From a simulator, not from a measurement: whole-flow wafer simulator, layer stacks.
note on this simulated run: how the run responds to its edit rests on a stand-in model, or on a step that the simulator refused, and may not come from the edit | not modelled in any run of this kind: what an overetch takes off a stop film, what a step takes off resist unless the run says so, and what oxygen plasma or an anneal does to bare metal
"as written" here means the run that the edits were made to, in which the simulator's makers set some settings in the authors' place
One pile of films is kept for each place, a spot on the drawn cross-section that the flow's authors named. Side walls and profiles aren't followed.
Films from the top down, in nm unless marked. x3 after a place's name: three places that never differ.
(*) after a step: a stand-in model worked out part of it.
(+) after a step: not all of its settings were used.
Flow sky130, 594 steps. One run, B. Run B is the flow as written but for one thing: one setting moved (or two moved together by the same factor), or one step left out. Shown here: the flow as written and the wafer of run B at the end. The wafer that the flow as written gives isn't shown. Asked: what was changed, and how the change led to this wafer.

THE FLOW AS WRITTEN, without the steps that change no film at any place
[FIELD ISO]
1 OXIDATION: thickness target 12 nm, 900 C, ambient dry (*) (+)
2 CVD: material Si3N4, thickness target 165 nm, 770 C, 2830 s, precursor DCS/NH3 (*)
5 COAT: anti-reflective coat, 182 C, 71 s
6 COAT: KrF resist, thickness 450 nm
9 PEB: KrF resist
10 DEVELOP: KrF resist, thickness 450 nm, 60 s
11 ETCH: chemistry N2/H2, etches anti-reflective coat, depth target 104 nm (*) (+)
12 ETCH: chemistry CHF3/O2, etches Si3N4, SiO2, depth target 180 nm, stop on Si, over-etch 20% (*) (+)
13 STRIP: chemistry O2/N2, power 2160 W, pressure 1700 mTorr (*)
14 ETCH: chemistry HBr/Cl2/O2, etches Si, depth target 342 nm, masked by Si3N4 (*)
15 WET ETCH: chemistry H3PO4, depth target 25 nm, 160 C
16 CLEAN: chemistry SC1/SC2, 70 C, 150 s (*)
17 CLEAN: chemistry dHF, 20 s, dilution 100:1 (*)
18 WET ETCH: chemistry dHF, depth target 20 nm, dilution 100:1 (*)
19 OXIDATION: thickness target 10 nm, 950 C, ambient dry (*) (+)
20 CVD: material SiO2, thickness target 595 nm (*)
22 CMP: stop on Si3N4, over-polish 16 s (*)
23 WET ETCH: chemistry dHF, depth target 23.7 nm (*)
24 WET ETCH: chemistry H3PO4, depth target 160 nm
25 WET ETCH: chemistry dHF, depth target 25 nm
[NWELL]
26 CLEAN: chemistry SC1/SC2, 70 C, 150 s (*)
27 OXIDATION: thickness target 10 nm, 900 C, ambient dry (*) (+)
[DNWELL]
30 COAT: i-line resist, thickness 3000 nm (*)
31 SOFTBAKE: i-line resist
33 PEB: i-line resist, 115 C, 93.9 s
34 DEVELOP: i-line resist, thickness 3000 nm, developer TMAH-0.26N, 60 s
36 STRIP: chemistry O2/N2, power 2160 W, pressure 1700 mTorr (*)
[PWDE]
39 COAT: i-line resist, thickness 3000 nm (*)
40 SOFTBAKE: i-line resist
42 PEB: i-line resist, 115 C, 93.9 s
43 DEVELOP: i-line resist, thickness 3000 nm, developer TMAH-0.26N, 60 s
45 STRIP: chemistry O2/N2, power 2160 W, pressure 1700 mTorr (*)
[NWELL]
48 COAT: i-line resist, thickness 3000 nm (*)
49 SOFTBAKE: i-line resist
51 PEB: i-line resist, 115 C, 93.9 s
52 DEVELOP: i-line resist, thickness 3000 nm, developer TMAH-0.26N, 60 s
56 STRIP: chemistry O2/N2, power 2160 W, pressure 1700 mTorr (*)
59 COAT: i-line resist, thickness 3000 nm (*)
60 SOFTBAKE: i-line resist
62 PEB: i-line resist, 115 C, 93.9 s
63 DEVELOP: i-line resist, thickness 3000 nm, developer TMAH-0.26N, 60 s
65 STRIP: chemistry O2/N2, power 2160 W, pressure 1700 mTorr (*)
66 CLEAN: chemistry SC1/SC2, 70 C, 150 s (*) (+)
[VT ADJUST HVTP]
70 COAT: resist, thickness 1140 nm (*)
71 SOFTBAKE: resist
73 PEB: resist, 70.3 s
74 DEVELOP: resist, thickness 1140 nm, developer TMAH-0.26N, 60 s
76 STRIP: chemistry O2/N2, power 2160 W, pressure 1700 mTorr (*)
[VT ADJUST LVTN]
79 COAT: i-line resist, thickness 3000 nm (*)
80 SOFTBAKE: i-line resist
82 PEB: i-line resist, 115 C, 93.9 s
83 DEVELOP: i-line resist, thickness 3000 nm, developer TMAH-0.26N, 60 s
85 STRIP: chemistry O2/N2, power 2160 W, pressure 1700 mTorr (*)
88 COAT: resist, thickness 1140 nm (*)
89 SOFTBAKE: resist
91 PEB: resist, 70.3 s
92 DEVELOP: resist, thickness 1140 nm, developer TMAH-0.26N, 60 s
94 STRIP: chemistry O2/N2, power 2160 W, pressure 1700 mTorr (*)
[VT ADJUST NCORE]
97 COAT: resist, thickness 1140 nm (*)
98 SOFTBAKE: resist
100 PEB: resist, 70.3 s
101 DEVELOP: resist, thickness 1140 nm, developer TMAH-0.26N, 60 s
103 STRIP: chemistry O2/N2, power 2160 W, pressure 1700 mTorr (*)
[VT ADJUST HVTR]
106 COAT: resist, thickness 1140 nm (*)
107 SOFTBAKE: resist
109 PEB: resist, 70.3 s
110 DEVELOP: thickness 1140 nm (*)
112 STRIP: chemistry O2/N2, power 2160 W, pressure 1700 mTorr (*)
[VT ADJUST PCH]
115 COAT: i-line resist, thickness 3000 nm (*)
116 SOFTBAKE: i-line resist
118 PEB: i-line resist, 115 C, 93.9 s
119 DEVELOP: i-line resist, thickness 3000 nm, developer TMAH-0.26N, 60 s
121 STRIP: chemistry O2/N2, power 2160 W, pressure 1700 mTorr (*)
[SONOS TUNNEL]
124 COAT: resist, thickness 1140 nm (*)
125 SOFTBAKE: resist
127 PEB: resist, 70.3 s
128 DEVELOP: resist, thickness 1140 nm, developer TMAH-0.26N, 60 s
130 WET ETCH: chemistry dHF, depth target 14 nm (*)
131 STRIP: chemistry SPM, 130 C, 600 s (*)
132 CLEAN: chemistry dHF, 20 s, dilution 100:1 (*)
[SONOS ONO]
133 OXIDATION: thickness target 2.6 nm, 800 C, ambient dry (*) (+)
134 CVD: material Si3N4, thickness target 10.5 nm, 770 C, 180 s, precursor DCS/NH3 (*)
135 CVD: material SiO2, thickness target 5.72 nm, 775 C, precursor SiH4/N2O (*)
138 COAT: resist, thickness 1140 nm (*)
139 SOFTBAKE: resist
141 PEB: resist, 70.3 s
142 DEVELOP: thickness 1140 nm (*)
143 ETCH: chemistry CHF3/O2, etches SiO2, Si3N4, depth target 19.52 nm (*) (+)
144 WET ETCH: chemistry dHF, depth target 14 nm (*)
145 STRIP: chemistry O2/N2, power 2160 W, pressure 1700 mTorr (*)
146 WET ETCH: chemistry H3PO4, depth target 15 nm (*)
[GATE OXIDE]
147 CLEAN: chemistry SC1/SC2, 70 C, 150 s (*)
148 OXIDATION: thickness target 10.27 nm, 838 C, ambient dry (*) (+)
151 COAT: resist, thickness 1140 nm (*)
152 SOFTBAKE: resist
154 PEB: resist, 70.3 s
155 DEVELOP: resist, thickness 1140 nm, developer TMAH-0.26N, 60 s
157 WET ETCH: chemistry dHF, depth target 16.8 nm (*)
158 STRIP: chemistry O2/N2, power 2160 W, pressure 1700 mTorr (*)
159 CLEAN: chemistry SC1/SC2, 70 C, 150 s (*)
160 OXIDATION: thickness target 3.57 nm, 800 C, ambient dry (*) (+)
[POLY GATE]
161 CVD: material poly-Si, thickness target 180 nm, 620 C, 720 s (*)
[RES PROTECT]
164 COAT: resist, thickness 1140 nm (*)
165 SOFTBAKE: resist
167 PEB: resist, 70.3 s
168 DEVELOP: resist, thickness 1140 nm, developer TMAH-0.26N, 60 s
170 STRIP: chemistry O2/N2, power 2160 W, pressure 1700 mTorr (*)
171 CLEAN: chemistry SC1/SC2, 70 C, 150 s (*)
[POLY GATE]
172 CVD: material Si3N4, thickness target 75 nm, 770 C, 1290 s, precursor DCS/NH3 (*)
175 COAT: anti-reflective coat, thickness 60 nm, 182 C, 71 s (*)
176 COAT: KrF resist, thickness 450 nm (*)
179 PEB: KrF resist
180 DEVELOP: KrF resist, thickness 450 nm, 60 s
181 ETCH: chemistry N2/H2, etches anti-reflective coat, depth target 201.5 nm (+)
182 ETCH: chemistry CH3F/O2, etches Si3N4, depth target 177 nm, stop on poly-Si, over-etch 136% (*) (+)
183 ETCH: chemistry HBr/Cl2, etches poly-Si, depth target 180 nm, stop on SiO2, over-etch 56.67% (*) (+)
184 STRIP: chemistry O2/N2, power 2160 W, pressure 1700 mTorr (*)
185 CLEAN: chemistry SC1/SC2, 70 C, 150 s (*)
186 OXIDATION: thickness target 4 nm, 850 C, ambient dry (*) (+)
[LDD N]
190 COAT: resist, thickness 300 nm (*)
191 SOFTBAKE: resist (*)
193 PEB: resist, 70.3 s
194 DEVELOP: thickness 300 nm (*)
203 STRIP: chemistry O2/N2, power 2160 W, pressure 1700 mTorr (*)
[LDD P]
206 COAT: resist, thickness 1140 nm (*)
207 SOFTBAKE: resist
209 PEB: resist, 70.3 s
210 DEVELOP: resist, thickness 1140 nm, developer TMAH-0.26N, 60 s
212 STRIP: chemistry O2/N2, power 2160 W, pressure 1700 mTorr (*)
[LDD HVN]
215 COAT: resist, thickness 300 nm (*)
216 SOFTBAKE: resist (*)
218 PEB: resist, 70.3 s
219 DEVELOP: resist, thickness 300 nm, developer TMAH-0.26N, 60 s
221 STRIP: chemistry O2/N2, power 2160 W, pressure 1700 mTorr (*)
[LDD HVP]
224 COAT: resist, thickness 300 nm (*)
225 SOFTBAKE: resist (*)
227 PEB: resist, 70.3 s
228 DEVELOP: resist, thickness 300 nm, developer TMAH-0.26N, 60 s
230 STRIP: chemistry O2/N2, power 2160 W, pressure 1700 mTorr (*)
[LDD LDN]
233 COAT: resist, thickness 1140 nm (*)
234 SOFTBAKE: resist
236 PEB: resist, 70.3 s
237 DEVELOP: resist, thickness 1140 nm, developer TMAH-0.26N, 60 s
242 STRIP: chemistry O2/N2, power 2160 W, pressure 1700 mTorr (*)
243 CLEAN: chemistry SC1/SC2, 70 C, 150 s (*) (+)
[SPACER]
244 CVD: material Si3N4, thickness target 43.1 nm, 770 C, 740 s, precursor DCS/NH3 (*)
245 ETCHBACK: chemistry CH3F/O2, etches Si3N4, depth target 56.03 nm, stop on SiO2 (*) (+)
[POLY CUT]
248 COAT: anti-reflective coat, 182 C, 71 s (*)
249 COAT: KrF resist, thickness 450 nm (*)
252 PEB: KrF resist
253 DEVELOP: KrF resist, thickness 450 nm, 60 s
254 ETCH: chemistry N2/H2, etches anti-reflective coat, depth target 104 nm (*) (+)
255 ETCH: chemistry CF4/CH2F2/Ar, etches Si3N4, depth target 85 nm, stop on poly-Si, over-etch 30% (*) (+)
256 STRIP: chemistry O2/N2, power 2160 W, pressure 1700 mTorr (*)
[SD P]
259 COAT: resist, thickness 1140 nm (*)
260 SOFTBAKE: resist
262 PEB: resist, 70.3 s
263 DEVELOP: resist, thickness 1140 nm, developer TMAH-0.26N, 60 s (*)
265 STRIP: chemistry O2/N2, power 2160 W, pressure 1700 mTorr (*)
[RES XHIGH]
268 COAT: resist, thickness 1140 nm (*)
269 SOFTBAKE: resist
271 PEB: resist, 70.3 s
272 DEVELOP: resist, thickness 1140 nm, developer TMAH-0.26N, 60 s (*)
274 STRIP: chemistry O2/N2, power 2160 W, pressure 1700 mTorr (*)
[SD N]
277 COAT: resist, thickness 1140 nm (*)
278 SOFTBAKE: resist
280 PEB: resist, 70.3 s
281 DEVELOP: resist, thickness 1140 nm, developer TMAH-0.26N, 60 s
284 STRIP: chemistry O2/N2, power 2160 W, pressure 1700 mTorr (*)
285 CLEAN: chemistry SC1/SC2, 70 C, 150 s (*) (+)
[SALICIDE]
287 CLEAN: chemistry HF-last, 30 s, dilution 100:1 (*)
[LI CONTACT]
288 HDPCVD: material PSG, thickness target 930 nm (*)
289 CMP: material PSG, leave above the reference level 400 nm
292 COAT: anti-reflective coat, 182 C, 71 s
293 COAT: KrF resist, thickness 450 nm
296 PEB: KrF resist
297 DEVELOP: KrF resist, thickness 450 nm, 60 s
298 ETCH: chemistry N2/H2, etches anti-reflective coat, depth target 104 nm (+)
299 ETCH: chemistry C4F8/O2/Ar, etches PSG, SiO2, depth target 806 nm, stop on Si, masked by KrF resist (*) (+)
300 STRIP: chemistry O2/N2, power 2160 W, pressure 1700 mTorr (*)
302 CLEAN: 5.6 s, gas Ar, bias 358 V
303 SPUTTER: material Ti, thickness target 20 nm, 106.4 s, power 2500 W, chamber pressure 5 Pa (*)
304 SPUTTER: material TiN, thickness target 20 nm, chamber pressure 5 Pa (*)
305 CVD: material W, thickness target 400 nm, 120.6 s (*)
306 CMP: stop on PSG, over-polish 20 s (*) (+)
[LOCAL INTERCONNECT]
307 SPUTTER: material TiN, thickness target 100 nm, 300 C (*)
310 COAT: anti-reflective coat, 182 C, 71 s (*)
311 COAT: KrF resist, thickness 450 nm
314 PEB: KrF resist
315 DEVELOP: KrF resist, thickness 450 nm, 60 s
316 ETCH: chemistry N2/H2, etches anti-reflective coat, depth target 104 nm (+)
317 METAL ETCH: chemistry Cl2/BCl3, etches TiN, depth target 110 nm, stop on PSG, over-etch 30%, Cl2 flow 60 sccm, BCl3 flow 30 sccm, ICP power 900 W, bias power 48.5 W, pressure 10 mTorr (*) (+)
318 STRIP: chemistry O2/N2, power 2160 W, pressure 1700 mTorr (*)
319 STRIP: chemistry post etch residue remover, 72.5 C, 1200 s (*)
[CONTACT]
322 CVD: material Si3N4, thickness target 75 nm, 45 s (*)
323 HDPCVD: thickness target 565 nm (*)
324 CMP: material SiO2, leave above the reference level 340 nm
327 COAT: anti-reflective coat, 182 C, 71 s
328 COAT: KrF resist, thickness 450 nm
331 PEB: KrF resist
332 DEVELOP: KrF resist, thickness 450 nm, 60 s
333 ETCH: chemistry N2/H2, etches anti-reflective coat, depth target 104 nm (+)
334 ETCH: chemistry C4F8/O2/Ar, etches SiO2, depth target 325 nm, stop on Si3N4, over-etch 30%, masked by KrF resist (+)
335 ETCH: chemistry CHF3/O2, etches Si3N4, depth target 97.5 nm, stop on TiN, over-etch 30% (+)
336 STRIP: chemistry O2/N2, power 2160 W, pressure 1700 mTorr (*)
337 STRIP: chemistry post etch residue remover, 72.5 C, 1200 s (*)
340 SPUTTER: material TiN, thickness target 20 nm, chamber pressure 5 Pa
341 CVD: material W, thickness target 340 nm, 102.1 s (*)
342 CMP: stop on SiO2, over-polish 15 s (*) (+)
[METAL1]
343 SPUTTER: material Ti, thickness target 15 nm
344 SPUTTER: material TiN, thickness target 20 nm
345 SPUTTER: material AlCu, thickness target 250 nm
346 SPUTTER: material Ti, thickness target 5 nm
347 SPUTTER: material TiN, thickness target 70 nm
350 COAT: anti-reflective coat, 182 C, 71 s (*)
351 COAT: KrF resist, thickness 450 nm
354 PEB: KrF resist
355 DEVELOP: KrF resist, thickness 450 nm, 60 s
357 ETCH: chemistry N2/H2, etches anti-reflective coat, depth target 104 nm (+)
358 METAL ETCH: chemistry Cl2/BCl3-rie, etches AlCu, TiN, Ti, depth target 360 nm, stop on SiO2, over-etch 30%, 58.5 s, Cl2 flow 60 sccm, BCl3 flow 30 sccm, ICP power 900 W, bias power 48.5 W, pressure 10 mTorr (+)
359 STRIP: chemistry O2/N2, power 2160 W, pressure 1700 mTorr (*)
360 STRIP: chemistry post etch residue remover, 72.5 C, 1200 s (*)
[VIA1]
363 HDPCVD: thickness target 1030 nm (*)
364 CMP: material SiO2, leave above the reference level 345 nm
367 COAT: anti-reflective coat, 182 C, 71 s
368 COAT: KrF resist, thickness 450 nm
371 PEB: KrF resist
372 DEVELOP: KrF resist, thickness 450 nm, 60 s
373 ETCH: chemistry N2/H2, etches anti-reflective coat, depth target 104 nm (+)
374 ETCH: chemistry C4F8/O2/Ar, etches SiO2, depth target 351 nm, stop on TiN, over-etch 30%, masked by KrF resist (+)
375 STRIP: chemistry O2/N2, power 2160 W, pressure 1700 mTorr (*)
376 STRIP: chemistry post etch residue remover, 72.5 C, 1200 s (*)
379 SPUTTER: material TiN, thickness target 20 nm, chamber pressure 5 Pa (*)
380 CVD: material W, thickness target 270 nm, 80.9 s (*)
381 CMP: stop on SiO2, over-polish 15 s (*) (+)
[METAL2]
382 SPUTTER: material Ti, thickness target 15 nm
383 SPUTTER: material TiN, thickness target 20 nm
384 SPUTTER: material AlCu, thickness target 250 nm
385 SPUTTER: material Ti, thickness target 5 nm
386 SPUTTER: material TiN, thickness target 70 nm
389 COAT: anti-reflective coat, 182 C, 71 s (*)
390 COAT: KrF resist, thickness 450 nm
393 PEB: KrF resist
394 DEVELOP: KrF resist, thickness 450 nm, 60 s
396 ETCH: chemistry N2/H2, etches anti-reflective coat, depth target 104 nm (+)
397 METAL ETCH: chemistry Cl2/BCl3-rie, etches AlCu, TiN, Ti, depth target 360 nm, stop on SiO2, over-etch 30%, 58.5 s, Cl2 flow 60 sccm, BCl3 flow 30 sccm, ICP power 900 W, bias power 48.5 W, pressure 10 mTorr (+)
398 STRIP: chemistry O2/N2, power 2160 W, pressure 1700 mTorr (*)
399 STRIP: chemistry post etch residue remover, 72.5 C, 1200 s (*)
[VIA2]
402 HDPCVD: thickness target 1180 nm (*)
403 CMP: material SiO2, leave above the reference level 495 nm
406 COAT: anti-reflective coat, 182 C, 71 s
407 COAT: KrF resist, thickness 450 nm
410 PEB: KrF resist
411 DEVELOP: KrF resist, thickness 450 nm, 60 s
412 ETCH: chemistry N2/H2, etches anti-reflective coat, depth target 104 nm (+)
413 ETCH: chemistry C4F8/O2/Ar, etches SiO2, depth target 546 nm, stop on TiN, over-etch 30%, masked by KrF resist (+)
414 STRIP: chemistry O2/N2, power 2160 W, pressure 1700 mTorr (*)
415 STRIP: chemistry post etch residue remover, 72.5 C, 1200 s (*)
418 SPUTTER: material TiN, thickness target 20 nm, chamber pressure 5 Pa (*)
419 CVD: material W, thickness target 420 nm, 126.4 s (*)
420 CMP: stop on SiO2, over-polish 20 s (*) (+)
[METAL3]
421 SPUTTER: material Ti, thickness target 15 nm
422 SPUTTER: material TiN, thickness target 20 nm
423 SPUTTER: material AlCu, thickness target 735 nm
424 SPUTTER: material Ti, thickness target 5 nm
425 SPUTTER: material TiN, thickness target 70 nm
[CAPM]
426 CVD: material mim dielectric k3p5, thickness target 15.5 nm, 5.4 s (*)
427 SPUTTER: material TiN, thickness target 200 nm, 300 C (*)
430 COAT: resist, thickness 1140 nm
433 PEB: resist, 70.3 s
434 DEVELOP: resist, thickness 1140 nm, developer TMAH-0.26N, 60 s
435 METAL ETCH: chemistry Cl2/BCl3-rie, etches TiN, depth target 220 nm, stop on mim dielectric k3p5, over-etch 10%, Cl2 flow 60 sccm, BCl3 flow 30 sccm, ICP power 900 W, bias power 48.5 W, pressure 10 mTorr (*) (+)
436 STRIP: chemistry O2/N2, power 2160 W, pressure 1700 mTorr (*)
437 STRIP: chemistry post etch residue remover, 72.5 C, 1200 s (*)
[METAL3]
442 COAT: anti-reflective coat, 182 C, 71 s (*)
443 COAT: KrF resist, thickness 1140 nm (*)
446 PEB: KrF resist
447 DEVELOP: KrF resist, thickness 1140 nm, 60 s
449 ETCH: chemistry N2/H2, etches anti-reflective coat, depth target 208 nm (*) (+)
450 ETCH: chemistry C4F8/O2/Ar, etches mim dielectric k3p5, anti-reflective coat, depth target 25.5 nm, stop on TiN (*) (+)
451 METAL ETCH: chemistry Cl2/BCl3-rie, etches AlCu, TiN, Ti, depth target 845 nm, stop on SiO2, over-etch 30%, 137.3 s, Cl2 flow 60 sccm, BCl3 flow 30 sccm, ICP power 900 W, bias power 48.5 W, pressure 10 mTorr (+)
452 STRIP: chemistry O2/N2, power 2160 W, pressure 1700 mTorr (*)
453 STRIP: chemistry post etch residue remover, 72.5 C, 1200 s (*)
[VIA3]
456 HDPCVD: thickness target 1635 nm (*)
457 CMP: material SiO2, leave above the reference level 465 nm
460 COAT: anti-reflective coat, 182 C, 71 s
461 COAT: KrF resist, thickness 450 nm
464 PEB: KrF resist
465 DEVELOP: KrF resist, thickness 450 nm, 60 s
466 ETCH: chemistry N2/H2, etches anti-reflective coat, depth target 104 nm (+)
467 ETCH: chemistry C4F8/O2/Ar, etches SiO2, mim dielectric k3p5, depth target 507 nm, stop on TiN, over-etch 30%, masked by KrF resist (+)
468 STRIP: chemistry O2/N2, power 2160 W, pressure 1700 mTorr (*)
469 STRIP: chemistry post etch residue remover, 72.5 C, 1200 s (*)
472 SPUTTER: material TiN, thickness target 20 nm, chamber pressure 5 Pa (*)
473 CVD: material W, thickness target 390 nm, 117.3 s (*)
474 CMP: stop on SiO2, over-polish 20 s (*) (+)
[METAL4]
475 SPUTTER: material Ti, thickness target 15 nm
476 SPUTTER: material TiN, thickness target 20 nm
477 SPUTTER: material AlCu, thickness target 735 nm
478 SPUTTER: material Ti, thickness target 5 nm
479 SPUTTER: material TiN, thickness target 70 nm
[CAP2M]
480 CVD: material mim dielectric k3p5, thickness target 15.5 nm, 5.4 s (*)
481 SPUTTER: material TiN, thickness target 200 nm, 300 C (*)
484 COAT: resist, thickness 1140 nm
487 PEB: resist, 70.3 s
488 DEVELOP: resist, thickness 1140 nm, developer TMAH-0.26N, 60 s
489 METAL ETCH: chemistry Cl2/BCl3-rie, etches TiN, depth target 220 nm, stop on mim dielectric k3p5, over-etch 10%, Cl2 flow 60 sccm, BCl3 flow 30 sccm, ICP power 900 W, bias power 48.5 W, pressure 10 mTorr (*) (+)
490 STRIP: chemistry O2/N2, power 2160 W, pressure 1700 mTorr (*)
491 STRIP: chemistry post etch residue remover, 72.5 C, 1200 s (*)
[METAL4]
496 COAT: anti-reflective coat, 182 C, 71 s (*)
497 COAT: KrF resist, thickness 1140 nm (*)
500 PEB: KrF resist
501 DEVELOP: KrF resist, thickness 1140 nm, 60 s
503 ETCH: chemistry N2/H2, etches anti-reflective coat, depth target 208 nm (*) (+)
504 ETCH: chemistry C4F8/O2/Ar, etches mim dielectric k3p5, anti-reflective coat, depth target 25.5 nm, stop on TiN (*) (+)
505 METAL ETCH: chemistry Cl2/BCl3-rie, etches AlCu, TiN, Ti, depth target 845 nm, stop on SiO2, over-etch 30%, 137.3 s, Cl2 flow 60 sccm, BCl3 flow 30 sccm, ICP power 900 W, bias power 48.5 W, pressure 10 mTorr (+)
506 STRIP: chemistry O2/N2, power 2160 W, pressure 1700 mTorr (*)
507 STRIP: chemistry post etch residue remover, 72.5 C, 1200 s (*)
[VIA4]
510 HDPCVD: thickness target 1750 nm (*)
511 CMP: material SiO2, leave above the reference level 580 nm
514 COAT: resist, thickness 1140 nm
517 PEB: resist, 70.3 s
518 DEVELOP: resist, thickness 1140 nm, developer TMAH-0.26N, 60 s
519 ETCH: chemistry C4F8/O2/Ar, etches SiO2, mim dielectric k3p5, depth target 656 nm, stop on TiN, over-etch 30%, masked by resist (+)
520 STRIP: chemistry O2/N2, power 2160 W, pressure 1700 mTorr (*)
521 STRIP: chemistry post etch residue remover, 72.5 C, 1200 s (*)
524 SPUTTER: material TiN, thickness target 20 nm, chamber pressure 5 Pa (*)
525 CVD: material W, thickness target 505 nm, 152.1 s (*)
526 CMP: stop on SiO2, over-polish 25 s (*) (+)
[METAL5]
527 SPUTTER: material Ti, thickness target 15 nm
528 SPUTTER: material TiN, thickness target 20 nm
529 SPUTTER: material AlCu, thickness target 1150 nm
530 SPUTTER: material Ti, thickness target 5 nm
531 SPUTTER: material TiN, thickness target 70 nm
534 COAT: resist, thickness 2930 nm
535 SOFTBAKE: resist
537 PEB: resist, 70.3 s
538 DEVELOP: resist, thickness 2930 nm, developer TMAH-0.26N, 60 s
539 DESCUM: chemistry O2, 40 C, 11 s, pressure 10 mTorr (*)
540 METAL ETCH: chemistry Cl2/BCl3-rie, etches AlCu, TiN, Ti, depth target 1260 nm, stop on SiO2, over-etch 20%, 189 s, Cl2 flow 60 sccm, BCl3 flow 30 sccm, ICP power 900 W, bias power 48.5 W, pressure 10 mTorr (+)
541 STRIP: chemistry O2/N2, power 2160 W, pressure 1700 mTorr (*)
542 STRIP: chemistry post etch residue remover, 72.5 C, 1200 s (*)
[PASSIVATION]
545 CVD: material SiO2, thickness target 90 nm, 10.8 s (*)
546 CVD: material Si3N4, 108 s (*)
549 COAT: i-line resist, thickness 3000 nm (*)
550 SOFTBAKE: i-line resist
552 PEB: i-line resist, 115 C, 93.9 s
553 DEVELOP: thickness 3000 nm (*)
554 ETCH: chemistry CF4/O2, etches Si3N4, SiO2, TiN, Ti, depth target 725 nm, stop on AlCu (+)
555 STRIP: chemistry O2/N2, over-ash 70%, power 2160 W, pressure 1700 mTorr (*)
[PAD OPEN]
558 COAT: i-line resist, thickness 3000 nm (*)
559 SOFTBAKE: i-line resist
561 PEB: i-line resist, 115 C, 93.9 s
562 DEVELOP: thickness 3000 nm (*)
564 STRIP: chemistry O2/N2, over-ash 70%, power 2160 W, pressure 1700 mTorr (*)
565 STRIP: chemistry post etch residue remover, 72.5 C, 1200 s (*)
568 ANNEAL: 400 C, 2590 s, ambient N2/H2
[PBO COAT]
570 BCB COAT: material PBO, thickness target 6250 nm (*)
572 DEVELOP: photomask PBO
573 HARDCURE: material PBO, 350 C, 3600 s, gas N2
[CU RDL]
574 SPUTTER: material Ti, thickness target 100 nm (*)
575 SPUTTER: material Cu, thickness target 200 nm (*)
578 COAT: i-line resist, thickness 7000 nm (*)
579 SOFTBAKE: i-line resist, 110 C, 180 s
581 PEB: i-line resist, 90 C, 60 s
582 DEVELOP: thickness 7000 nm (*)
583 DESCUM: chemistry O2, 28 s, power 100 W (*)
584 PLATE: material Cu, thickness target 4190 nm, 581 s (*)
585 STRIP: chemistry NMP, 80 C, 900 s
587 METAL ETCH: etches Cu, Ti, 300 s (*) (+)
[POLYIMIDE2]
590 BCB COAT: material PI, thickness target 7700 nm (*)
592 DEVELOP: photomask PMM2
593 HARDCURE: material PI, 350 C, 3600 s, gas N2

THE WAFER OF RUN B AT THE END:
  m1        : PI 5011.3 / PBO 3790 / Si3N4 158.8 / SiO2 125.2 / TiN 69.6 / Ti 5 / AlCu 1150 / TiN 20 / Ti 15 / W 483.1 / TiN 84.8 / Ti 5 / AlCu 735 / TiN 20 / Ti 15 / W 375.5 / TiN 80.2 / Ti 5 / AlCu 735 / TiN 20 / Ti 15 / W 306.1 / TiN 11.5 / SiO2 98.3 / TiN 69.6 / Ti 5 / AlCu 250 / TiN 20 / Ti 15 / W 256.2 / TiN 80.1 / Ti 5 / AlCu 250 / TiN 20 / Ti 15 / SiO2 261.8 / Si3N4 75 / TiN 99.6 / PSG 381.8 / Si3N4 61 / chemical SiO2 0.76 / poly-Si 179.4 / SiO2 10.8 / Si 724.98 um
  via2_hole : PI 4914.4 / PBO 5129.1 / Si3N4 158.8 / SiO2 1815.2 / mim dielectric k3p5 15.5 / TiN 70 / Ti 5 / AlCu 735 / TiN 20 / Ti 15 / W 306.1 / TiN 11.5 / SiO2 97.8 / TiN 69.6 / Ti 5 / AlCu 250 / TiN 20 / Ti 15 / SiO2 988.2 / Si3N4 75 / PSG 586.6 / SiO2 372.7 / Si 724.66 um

The cause: step 413, ETCH: depth target 322 nm was run, where the flow has depth target 546 nm.

How the change led to this, step by step:
  413 ETCH: chemistry C4F8/O2/Ar, etches SiO2, depth target 546 nm, stop on TiN, over-etch 30%, masked by KrF resist (+)
      m1: SiO2 -322 (as written it would be: SiO2 -420.3 (all of it))
      via2_hole: SiO2 -322 (as written it would be: SiO2 -419.8 (all of it))
      (and at 189 more places)
  414 STRIP: chemistry O2/N2, power 2160 W, pressure 1700 mTorr (*)
      field, active, n_well and 186 more: KrF resist -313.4 (all of it), anti-reflective coat -80 (all of it) (as written it would be: KrF resist -268.6 (all of it), anti-reflective coat -80 (all of it))
  418 SPUTTER: material TiN, thickness target 20 nm, chamber pressure 5 Pa (*)
      m1, via2_hole: TiN +11.5 (new film) (as written it would be: TiN +10.2)
  419 CVD: material W, thickness target 420 nm, 126.4 s (*)
      m1: W +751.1 (new film) (as written it would be: W +851.1 (new film))
      via2_hole: W +751.1 (new film) (as written it would be: W +850.7 (new film))
Counting metal films that touch as one body, m1 has 3 bodies (between them, from the top down: SiO2 98.3; SiO2 261.8 / Si3N4 75); the flow as written gives 2 bodies (between them, from the top down: SiO2 261.8 / Si3N4 75).
Counting metal films that touch as one body, via2_hole has 2 bodies (between them, from the top down: SiO2 97.8); the flow as written gives 1 body.
